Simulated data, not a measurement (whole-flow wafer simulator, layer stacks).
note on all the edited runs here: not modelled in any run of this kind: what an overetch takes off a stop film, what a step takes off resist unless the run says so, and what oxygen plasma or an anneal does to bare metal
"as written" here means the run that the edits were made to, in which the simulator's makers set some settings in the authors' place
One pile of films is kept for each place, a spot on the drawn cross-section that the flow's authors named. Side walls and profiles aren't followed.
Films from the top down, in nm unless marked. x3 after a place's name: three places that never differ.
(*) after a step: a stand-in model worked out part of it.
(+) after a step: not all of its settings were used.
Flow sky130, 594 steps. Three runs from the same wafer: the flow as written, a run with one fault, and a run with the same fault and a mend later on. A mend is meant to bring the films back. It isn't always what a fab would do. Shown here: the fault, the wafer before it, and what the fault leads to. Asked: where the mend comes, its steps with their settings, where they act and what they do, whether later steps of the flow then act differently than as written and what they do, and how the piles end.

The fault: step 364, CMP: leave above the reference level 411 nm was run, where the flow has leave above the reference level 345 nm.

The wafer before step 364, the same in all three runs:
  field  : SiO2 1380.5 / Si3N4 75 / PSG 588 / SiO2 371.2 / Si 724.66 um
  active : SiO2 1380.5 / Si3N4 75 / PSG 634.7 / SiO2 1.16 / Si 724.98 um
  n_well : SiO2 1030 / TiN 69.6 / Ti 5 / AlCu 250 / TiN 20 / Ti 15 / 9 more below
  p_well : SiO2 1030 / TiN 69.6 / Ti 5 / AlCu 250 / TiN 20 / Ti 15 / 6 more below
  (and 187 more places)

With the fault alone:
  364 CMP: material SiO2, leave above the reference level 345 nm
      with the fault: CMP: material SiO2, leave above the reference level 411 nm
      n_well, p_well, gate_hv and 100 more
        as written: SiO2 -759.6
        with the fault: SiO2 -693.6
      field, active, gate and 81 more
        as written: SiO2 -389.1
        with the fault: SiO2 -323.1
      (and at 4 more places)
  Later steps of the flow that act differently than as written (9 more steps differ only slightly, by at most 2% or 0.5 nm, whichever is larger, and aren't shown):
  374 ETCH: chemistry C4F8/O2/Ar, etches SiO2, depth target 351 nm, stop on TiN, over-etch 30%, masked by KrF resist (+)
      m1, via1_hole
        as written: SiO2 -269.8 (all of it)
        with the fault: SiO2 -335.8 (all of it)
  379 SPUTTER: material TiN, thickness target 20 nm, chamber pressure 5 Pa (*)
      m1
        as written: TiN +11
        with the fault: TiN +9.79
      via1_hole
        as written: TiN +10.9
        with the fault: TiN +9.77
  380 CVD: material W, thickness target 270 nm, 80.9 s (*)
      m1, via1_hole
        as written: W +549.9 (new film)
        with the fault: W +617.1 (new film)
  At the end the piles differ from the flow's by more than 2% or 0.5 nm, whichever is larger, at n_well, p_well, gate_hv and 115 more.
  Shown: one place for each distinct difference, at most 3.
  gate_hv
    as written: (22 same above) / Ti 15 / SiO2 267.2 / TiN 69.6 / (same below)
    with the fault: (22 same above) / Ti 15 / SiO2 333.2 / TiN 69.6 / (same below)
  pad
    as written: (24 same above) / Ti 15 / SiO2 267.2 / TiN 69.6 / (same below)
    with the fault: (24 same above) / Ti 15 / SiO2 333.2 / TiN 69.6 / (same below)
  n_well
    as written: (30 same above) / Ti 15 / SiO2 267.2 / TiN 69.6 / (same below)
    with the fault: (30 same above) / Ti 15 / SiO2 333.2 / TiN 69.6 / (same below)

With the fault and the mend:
  The mend comes after step 364.
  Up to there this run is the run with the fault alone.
  364a CMP: material SiO2, leave above the reference level 345 nm (the flow's step 364 once more)
      field, active, n_well and 188 more
        SiO2 -66
  No later step of the flow acts differently than as written at any place that is followed.
  At the end the piles are the same as the flow's at every place that both follow.
